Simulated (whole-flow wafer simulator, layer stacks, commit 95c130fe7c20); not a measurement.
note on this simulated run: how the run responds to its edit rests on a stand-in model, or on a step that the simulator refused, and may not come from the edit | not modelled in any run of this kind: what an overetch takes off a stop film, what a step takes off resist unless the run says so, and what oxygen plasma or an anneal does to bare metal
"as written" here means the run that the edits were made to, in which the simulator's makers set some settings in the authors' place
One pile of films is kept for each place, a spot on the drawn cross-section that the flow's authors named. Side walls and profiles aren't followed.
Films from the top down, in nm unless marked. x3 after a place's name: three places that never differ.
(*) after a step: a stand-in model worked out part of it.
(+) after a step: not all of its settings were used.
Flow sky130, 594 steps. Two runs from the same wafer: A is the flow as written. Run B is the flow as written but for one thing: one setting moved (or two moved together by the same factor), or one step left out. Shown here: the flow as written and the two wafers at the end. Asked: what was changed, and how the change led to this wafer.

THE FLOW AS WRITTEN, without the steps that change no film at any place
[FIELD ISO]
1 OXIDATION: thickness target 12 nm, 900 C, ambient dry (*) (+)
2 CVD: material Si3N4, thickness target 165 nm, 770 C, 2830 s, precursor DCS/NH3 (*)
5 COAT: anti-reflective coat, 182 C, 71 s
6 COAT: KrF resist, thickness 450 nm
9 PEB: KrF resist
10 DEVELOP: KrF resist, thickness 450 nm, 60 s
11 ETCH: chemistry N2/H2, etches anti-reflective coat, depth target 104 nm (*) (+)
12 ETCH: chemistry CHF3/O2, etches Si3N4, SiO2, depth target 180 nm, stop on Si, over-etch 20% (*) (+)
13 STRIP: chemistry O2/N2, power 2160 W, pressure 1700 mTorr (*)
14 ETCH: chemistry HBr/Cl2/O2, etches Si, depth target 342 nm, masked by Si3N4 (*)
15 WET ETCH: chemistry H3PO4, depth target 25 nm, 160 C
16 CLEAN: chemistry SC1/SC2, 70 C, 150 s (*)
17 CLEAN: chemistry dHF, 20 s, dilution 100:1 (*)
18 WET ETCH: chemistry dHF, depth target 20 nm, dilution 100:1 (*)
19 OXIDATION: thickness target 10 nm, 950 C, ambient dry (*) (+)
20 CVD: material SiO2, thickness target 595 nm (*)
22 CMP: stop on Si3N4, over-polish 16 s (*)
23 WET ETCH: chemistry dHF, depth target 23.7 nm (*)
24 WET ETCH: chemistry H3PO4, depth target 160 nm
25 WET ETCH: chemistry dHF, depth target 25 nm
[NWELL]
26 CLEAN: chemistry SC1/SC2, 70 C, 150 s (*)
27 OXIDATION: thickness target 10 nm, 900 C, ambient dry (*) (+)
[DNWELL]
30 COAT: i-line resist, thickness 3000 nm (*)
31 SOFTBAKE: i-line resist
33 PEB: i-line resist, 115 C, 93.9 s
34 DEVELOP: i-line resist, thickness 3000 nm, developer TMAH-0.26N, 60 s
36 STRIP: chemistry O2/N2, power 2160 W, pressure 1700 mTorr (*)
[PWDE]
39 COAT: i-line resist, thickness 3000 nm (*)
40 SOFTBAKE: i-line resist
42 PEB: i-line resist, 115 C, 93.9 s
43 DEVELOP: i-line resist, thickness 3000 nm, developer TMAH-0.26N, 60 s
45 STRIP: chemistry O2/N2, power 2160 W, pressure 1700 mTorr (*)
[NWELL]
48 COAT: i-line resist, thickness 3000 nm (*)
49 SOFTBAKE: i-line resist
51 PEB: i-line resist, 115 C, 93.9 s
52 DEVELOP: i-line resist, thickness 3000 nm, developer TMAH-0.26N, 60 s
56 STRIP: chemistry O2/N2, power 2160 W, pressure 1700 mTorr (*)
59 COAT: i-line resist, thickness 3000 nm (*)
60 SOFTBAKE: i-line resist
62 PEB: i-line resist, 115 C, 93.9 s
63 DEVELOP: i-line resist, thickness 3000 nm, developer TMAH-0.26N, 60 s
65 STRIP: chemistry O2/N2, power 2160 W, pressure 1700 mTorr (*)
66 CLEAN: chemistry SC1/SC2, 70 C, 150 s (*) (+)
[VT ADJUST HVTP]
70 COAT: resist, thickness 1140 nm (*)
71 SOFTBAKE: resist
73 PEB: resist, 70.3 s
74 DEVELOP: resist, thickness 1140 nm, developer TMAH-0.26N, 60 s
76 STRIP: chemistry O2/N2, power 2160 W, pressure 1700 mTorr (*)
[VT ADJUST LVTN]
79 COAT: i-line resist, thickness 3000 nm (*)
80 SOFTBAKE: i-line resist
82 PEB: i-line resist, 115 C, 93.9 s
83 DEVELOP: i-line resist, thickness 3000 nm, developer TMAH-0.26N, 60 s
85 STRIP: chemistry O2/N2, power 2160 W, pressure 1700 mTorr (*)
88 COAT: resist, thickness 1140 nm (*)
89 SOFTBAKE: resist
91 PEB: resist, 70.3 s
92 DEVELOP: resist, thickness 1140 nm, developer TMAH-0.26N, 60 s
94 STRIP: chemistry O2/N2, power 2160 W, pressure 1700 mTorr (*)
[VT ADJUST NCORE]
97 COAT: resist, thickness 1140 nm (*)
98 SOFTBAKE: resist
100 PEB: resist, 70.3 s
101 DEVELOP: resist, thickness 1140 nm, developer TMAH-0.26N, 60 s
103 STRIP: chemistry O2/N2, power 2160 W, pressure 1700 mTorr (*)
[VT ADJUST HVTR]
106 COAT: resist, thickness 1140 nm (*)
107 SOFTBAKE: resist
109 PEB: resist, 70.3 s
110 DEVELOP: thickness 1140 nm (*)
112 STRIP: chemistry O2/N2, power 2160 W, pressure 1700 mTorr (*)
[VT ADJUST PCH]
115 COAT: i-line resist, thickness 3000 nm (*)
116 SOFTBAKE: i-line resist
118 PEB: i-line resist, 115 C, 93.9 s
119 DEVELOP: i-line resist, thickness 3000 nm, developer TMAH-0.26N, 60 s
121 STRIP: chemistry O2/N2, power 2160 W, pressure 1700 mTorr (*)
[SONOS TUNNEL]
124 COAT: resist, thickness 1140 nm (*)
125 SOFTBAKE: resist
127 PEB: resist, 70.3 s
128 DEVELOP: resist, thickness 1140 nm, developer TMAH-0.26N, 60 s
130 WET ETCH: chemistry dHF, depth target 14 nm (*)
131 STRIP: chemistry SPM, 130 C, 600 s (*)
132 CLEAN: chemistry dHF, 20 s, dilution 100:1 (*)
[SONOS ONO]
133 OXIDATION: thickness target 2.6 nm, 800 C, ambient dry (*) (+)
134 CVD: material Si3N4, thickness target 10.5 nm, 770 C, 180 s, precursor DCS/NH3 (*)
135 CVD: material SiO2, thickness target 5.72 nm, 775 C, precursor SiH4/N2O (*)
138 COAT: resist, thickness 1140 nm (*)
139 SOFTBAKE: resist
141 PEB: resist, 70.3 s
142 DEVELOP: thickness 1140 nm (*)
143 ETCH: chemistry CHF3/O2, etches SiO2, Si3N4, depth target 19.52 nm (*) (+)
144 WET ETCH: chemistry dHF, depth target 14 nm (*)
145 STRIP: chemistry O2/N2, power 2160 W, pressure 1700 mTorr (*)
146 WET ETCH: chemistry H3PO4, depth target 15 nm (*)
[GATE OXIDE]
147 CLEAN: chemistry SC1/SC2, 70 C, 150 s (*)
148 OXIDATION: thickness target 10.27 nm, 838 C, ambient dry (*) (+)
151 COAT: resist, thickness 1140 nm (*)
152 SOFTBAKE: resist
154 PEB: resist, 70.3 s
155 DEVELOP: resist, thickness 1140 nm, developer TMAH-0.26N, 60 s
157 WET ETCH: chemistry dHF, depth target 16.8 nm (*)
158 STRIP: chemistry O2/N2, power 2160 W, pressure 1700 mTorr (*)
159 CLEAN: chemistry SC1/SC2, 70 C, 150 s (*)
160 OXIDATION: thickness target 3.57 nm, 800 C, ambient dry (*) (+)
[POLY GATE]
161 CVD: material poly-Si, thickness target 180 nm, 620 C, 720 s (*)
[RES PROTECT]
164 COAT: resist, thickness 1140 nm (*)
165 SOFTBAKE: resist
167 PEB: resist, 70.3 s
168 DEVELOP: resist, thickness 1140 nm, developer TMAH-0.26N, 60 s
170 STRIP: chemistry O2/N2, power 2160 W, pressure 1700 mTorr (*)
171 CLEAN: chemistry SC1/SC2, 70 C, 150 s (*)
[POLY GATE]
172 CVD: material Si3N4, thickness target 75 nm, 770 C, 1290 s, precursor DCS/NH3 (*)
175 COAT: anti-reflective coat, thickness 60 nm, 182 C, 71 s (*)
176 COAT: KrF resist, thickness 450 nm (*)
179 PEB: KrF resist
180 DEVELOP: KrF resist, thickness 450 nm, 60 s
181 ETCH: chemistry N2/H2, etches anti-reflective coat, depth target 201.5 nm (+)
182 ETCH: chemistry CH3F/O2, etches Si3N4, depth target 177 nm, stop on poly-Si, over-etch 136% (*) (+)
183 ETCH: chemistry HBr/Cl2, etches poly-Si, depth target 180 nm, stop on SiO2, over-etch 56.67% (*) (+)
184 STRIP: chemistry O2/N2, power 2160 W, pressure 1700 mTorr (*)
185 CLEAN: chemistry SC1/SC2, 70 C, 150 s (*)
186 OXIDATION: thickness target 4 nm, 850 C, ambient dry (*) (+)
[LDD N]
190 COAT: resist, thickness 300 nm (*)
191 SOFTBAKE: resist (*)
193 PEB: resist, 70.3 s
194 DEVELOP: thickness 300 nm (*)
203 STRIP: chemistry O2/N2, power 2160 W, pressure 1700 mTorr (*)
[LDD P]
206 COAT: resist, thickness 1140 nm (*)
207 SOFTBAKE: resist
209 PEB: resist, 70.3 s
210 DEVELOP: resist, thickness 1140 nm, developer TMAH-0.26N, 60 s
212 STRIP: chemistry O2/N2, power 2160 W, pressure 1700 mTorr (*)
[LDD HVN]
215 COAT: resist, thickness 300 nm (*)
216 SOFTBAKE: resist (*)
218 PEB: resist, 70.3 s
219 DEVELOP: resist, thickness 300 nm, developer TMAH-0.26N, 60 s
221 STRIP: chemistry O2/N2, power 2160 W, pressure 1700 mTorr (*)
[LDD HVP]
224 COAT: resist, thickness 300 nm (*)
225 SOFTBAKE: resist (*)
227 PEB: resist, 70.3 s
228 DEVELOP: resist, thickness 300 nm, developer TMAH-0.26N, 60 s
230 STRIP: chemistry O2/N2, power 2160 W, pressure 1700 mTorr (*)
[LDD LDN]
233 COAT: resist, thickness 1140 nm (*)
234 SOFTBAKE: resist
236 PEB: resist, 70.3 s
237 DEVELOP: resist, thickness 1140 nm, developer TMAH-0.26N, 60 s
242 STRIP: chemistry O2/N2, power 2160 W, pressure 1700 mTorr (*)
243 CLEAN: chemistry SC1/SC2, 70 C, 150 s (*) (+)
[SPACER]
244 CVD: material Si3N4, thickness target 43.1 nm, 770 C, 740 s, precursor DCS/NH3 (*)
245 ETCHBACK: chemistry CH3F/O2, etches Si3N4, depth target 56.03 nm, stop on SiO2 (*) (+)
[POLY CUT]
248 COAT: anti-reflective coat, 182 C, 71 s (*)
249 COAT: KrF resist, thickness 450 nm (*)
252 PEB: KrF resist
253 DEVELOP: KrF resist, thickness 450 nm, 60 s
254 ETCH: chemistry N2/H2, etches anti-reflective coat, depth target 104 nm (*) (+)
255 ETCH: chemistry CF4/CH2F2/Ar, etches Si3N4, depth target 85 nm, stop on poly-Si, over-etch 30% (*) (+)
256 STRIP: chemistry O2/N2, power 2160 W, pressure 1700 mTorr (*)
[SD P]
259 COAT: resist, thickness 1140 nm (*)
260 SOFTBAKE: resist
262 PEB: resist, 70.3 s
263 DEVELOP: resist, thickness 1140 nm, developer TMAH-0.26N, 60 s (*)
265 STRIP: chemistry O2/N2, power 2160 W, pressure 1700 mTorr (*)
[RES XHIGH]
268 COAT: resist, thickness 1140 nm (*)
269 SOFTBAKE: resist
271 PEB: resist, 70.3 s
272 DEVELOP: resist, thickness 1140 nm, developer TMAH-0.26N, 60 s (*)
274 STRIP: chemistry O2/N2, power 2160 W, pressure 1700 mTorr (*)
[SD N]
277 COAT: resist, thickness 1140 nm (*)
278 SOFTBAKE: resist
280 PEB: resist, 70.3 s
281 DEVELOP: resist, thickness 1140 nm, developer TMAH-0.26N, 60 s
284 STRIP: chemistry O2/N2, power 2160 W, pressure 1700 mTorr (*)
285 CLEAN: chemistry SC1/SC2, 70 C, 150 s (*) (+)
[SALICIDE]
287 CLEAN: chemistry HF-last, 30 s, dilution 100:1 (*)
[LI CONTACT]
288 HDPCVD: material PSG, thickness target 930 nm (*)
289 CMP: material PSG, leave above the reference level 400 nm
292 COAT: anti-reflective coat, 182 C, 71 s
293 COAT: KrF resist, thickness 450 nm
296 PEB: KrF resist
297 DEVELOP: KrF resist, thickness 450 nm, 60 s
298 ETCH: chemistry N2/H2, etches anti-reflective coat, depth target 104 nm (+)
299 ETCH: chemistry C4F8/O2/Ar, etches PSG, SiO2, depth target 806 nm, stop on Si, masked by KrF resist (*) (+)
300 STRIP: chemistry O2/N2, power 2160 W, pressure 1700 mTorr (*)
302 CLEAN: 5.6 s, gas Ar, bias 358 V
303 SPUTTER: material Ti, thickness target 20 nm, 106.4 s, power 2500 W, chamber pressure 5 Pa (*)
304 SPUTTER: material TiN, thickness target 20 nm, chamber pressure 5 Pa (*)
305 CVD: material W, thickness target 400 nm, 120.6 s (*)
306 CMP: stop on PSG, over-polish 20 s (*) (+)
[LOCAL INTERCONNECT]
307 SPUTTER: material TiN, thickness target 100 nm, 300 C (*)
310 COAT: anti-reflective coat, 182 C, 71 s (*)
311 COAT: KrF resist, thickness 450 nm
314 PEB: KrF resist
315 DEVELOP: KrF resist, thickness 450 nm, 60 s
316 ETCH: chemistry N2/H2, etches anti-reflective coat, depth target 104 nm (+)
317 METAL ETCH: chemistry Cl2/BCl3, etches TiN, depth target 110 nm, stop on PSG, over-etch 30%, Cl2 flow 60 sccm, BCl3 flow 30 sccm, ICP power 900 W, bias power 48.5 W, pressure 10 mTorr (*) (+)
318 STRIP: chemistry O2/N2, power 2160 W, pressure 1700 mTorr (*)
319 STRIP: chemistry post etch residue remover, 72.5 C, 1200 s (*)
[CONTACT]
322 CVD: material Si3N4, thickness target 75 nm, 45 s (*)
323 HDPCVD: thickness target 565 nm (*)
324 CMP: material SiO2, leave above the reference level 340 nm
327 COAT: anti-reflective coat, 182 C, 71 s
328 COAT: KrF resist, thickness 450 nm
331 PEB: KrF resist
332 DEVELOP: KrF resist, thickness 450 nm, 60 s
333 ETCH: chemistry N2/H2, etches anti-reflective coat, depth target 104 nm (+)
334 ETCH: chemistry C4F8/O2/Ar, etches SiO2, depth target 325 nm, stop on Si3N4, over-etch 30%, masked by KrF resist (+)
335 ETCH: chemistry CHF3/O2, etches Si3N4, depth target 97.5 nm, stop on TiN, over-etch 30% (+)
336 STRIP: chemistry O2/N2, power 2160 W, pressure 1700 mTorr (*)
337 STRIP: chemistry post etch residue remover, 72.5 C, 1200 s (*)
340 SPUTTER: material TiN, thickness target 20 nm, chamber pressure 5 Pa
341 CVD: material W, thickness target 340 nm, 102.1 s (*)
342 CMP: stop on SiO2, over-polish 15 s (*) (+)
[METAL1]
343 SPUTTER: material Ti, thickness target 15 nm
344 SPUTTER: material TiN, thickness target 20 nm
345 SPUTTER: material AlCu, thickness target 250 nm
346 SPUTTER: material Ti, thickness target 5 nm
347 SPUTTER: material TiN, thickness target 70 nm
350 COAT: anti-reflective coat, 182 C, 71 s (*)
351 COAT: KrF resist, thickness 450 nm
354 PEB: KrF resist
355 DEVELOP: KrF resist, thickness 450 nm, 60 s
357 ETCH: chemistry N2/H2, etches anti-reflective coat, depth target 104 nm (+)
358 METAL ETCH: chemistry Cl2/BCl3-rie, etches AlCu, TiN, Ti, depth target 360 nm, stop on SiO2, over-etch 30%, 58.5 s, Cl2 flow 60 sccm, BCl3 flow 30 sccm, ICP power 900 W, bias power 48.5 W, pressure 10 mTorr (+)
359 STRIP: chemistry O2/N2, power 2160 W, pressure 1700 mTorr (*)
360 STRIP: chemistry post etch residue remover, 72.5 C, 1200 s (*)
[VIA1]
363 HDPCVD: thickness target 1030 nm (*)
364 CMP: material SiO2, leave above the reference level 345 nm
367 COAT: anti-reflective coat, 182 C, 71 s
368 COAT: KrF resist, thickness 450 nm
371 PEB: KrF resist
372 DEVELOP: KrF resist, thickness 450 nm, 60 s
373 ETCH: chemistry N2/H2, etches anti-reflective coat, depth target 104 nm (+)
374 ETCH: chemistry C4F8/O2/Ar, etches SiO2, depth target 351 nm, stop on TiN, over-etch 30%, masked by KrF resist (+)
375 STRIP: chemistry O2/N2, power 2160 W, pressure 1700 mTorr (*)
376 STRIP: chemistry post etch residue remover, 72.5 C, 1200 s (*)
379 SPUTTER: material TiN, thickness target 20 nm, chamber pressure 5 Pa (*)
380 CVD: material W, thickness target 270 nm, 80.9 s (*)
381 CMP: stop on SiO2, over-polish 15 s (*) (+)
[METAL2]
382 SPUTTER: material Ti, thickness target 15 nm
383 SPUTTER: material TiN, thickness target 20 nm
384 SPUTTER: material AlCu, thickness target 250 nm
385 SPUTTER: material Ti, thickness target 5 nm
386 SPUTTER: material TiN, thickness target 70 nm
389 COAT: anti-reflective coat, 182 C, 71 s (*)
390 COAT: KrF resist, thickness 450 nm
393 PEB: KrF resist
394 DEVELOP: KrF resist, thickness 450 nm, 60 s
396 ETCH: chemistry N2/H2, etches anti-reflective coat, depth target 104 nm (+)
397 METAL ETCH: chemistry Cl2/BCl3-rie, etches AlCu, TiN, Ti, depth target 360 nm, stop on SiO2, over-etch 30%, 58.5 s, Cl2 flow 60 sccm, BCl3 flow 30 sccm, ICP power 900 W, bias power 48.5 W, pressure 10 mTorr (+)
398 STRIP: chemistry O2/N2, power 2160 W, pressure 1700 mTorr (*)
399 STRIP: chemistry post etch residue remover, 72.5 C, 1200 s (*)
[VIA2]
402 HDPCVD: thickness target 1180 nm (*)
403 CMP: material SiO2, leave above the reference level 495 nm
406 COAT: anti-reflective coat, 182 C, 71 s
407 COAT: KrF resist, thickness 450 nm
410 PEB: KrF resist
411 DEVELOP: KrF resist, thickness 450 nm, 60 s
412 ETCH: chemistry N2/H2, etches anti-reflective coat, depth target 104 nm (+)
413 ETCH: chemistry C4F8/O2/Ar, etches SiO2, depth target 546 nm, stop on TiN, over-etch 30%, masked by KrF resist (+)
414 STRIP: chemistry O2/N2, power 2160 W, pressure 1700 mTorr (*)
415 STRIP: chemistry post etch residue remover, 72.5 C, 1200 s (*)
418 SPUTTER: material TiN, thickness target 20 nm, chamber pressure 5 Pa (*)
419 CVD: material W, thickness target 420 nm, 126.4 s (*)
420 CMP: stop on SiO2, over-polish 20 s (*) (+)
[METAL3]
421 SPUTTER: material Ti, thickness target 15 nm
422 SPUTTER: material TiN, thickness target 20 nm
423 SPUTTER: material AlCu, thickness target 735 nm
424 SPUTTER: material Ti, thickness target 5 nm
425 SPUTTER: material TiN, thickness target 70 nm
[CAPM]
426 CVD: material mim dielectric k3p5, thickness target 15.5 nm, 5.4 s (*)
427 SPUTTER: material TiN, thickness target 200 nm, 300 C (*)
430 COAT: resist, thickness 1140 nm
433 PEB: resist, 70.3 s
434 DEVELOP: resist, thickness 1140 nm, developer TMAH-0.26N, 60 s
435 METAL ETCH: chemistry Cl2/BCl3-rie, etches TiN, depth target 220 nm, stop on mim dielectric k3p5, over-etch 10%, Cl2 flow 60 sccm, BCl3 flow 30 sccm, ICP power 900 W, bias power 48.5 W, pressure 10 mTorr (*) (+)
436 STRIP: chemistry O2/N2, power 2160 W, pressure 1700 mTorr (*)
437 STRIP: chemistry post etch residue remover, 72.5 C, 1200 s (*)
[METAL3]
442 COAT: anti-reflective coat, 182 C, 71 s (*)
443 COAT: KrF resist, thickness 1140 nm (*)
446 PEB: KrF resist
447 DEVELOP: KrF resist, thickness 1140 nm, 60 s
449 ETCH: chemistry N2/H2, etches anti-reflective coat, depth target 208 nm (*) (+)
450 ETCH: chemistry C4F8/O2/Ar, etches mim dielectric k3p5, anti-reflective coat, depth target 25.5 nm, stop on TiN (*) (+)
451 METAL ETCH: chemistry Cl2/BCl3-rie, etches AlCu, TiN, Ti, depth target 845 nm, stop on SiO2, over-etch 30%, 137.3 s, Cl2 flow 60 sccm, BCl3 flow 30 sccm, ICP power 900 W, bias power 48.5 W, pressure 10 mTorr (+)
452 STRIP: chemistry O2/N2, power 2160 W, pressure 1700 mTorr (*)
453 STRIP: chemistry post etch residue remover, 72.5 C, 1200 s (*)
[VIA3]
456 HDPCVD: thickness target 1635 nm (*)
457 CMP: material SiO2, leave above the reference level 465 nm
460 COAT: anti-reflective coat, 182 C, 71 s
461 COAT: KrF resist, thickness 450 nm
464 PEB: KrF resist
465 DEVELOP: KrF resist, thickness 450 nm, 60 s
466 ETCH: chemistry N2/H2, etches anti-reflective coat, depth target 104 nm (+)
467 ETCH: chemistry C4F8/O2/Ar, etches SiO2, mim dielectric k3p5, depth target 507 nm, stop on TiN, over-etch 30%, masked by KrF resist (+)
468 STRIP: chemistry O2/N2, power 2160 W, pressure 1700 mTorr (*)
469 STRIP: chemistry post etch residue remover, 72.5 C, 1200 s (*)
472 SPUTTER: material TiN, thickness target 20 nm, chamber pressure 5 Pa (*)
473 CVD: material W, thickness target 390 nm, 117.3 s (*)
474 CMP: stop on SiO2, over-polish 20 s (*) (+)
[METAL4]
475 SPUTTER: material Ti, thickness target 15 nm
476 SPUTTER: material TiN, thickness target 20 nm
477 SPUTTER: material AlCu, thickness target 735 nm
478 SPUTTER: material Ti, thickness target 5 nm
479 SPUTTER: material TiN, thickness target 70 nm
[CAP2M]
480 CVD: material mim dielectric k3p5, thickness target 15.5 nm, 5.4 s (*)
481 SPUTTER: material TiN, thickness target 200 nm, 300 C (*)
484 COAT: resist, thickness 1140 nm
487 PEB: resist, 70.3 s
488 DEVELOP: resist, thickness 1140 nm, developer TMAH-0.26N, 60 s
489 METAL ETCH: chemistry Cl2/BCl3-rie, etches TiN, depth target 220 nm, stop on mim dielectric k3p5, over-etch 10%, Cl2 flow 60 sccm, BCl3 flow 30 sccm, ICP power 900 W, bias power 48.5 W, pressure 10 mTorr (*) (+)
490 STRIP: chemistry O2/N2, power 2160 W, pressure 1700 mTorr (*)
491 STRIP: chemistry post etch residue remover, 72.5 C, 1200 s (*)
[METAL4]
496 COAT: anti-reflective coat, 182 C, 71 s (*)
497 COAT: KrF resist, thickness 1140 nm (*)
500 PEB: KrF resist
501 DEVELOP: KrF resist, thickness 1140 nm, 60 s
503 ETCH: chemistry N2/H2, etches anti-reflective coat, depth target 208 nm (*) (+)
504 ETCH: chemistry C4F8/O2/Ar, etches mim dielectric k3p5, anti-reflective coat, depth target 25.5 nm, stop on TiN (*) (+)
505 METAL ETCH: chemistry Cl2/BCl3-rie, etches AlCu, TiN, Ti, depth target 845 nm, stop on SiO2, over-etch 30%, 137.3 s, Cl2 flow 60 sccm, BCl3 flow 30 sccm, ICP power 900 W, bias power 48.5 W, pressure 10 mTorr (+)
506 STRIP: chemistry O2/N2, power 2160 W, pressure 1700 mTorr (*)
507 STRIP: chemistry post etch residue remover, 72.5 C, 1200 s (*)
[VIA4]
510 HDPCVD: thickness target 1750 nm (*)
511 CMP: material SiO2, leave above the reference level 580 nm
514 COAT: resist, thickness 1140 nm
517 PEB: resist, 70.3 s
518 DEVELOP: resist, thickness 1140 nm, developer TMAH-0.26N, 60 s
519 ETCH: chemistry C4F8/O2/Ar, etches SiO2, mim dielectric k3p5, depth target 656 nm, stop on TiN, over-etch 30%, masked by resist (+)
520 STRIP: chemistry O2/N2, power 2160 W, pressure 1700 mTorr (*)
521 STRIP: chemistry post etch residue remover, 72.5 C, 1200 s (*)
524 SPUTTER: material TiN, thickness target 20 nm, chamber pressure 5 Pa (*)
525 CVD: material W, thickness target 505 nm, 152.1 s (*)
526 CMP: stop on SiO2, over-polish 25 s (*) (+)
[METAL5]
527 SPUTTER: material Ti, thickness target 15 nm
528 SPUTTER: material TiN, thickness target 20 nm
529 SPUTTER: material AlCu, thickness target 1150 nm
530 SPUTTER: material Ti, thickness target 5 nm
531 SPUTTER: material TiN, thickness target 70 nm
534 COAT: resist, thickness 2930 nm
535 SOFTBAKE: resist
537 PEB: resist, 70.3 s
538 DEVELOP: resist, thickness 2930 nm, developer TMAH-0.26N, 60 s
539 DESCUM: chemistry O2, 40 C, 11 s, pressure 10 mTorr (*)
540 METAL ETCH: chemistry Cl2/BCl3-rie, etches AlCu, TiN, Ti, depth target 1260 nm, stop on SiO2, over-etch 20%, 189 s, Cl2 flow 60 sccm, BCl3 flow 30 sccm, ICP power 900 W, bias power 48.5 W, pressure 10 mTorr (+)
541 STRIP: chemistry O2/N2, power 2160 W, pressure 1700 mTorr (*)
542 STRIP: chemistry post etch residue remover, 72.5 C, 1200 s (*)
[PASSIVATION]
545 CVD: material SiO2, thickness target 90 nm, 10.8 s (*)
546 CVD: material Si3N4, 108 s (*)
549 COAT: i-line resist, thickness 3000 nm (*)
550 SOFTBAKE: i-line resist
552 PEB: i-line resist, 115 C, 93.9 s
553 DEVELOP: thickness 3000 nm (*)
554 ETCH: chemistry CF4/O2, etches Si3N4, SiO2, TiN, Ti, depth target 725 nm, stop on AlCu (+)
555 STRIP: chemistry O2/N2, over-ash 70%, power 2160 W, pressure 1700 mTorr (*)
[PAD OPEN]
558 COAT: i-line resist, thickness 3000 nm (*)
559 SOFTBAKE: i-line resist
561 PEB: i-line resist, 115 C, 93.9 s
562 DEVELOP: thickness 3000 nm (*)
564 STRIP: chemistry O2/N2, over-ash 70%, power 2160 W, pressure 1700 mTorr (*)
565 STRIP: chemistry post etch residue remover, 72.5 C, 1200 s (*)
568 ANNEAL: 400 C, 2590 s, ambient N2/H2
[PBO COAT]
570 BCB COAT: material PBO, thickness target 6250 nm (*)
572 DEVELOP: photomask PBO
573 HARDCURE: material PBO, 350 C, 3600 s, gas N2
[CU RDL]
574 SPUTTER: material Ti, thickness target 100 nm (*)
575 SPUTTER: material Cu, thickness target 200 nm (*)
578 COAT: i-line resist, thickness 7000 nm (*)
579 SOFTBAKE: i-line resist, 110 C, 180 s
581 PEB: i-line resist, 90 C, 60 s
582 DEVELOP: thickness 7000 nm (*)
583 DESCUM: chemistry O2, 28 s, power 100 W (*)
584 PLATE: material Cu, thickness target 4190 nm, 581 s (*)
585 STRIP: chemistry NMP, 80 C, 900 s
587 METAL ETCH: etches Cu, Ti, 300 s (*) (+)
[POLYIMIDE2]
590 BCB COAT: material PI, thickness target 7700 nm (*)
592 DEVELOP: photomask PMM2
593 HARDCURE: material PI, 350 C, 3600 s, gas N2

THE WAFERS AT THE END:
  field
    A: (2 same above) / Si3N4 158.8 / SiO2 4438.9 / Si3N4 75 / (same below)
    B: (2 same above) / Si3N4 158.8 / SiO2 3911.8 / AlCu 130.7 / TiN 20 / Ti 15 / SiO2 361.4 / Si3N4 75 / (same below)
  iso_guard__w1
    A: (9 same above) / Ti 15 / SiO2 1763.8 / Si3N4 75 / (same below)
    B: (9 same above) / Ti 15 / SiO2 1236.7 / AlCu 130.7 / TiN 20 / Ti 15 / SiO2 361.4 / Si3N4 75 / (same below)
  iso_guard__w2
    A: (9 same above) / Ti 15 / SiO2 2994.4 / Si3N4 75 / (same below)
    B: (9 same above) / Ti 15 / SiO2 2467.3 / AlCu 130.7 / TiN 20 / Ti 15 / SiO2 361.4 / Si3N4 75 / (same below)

The cause: step 358, METAL ETCH: depth target 144 nm was run, where the flow has depth target 360 nm; step 358, METAL ETCH: 23.4 s was run, where the flow has 58.5 s.

How the change led to this, step by step:
  358 METAL ETCH: chemistry Cl2/BCl3-rie, etches AlCu, TiN, Ti, depth target 360 nm, stop on SiO2, over-etch 30%, 58.5 s, Cl2 flow 60 sccm, BCl3 flow 30 sccm, ICP power 900 W, bias power 48.5 W, pressure 10 mTorr (+)
      field, active, gate and 81 more: A TiN -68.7 (all of it), Ti -5 (all of it), AlCu -250 (all of it), TiN -20 (all of it), Ti -15 (all of it), SiO2 -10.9 | B TiN -68.7 (all of it), Ti -5 (all of it), AlCu -113.5
      n_well, p_well, gate_hv and 104 more: A KrF resist -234 | B KrF resist -93.6
  359 STRIP: chemistry O2/N2, power 2160 W, pressure 1700 mTorr (*)
      n_well, p_well, gate_hv and 100 more: A KrF resist -143.8 (all of it), anti-reflective coat -80 (all of it) | B KrF resist -284.2 (all of it), anti-reflective coat -80 (all of it)
      poly_licon, ndiff_licon, ndiff_licon_cpp, rpo_hd_licon: A KrF resist -143.9 (all of it), anti-reflective coat -80.5 (all of it) | B KrF resist -284.3 (all of it), anti-reflective coat -80.5 (all of it)
  360 STRIP: chemistry post etch residue remover, 72.5 C, 1200 s (*)
      field, active, gate and 81 more: A nothing | B AlCu -5.72
  363 HDPCVD: thickness target 1030 nm (*)
      field, active, gate and 81 more: A SiO2 +1030 | B SiO2 +1030 (new film)
  364 CMP: material SiO2, leave above the reference level 345 nm
      field, active, gate and 81 more: A SiO2 -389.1 | B SiO2 -565.7
Counting metal films that touch as one body, field has 1 body; the flow as written gives 0 bodies.
Counting metal films that touch as one body, iso_guard__w1 has 2 bodies (between them, from the top down: SiO2 1236.7); the flow as written gives 1 body.
Counting metal films that touch as one body, iso_guard__w2 has 2 bodies (between them, from the top down: SiO2 2467.3); the flow as written gives 1 body.
